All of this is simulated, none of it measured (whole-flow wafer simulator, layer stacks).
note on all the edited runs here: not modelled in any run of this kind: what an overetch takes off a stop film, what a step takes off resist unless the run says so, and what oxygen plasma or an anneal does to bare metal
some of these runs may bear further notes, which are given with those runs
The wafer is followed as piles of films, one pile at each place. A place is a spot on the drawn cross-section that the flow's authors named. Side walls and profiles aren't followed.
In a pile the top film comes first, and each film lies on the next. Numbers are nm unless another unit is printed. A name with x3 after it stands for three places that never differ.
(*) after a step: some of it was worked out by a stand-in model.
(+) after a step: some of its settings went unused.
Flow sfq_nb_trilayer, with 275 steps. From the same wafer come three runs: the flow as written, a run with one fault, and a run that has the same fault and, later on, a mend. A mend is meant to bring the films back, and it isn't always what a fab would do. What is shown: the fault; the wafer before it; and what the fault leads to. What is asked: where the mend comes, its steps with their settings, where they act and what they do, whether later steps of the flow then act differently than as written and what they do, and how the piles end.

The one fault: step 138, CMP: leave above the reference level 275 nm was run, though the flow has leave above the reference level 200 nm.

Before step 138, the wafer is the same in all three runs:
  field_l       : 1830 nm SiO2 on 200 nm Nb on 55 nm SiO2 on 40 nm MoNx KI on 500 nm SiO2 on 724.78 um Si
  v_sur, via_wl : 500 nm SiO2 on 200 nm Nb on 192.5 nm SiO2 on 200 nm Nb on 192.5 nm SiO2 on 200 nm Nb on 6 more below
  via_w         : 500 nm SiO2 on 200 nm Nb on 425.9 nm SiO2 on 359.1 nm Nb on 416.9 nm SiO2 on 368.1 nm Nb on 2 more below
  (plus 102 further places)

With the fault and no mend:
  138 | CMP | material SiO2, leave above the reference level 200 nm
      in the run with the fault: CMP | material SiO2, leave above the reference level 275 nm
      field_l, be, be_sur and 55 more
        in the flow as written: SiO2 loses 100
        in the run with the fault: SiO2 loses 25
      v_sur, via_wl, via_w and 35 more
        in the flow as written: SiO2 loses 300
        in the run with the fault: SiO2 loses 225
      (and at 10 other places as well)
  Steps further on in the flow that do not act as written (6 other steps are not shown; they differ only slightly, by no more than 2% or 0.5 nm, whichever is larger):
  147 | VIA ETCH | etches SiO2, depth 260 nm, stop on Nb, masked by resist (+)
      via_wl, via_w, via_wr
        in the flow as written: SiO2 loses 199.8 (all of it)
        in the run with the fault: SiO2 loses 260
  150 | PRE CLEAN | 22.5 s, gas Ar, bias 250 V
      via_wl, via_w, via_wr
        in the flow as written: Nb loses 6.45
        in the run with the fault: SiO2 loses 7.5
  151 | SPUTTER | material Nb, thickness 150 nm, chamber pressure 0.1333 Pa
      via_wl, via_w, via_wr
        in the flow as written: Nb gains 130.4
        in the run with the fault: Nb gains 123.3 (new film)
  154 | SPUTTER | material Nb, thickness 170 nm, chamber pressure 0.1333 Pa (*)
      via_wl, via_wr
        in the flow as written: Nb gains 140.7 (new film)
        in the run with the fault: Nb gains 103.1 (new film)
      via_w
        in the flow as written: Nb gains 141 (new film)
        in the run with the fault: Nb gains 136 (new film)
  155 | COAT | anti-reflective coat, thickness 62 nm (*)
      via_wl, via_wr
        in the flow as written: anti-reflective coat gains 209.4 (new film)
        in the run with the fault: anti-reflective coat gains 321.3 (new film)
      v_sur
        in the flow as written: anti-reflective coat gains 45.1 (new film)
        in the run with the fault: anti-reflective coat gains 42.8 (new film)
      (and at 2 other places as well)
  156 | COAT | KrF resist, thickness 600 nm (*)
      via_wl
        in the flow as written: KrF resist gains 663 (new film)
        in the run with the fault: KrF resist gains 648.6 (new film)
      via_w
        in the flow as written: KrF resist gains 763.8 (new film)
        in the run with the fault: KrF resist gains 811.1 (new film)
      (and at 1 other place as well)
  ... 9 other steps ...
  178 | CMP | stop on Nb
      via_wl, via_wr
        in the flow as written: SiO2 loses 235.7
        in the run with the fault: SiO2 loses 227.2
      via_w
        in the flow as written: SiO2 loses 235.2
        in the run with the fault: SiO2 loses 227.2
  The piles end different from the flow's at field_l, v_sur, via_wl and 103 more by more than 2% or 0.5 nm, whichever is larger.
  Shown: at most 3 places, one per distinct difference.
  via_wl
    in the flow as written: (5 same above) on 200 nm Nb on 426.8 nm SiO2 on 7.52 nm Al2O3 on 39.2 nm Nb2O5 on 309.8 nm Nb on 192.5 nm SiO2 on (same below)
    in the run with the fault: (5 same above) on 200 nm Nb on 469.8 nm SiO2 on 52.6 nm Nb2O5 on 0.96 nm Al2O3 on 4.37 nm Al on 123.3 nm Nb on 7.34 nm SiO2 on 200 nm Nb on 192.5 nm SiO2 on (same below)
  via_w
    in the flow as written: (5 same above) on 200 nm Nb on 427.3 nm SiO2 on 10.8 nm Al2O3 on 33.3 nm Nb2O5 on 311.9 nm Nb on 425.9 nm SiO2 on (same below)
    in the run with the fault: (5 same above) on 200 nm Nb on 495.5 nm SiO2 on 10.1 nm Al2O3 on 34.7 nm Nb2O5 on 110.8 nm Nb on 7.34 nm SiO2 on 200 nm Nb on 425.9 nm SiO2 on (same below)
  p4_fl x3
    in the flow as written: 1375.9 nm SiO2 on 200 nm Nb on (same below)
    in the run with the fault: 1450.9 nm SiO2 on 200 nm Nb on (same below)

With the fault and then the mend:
  The mend follows step 145.
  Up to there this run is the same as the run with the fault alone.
  145a | STRIP | over-ash 65%, gas O2, power 200 W (*)
      field_l, v_sur, via_sp and 100 more
        KrF resist loses 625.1 (all of it), anti-reflective coat loses 62 (all of it)
      via_wl, via_w, via_wr
        anti-reflective coat loses 62 (all of it)
  145b | CMP | material SiO2, leave above the reference level 200 nm (a further turn of the flow's step 138)
      field_l, v_sur, via_wl and 103 more
        SiO2 loses 75
  145c | COAT | anti-reflective coat, thickness 62 nm (a further turn of the flow's step 140)
      field_l, v_sur, via_wl and 103 more
        anti-reflective coat gains 62 (new film)
  145d | COAT | KrF resist, thickness 650 nm (a further turn of the flow's step 141)
      field_l, v_sur, via_wl and 103 more
        KrF resist gains 650 (new film)
  145e | SOFTBAKE | KrF resist (a further turn of the flow's step 142)
      leaves every film unchanged at each place that is followed
  145f | EXPOSE | photomask I4, dose 11.93 mJ/cm2, NA 0.6, wavelength 248 nm (*) (a further turn of the flow's step 143)
      leaves every film unchanged at each place that is followed
  145g | PEB | KrF resist, 90 s (a further turn of the flow's step 144)
      field_l, v_sur, via_wl and 103 more
        KrF resist loses 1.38
  145h | DEVELOP | KrF resist, thickness 650 nm, 60 s (a further turn of the flow's step 145)
      field_l, v_sur, via_sp and 100 more
        KrF resist loses 23.5
      via_wl, via_w, via_wr
        KrF resist loses 648.6 (all of it)
  None of the later steps of the flow acts differently than as written at any place that is followed.
  By the end, the piles equal the flow's at every place that both follow.
